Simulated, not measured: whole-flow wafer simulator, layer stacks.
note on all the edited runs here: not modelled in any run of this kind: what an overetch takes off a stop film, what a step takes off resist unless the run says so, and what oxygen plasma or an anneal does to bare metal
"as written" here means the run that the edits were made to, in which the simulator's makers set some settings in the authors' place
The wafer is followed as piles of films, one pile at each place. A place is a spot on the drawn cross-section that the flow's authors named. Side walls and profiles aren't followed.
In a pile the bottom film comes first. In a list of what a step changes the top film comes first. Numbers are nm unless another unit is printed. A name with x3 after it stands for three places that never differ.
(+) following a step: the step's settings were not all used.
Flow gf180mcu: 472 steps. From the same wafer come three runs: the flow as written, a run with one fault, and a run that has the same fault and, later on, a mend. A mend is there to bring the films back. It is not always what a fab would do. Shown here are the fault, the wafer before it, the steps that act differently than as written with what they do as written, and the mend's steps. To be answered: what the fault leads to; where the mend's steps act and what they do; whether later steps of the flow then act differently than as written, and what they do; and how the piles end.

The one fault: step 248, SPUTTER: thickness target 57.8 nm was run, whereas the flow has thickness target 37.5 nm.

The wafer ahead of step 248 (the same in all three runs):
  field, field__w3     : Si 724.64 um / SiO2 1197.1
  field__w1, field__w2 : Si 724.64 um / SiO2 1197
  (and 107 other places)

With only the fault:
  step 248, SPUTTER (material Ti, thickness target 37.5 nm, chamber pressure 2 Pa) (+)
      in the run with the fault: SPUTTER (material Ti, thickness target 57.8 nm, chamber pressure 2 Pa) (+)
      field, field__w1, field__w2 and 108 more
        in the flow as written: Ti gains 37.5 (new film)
        in the run with the fault: Ti gains 57.8 (new film)
  Later steps of the flow acting differently than as written:
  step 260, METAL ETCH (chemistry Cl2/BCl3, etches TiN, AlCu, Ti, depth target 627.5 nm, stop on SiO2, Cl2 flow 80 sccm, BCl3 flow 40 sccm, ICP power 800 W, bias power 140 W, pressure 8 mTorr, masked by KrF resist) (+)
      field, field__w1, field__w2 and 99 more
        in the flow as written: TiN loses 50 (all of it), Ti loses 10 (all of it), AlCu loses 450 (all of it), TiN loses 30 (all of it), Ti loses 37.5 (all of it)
        in the run with the fault: TiN loses 50 (all of it), Ti loses 10 (all of it), AlCu loses 450 (all of it), TiN loses 30 (all of it), Ti loses 57.8 (all of it)
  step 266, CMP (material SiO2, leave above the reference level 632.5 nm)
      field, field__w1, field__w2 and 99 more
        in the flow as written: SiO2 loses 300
        in the run with the fault: SiO2 loses 279.7
  The piles end different from the flow's at field__w8, contact, m1 and 6 more by more than 2% or 0.5 nm, whichever is larger.
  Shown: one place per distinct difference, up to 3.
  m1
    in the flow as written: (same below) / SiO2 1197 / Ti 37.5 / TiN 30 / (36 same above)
    in the run with the fault: (same below) / SiO2 1197 / Ti 57.8 / TiN 30 / (36 same above)
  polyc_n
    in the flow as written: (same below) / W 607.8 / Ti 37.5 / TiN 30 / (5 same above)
    in the run with the fault: (same below) / W 607.8 / Ti 57.8 / TiN 30 / (5 same above)
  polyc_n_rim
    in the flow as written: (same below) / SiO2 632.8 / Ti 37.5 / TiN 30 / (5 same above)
    in the run with the fault: (same below) / SiO2 632.8 / Ti 57.8 / TiN 30 / (5 same above)

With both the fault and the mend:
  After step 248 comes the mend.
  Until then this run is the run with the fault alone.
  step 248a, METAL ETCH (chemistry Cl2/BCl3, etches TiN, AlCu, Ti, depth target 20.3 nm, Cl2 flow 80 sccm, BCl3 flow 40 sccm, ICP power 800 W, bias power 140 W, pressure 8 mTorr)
      field, field__w1, field__w2 and 108 more
        Ti loses 20.3
  Later steps of the flow that are run all act as written at every place that is followed.
  By the end, the piles equal the flow's at every place that both follow.
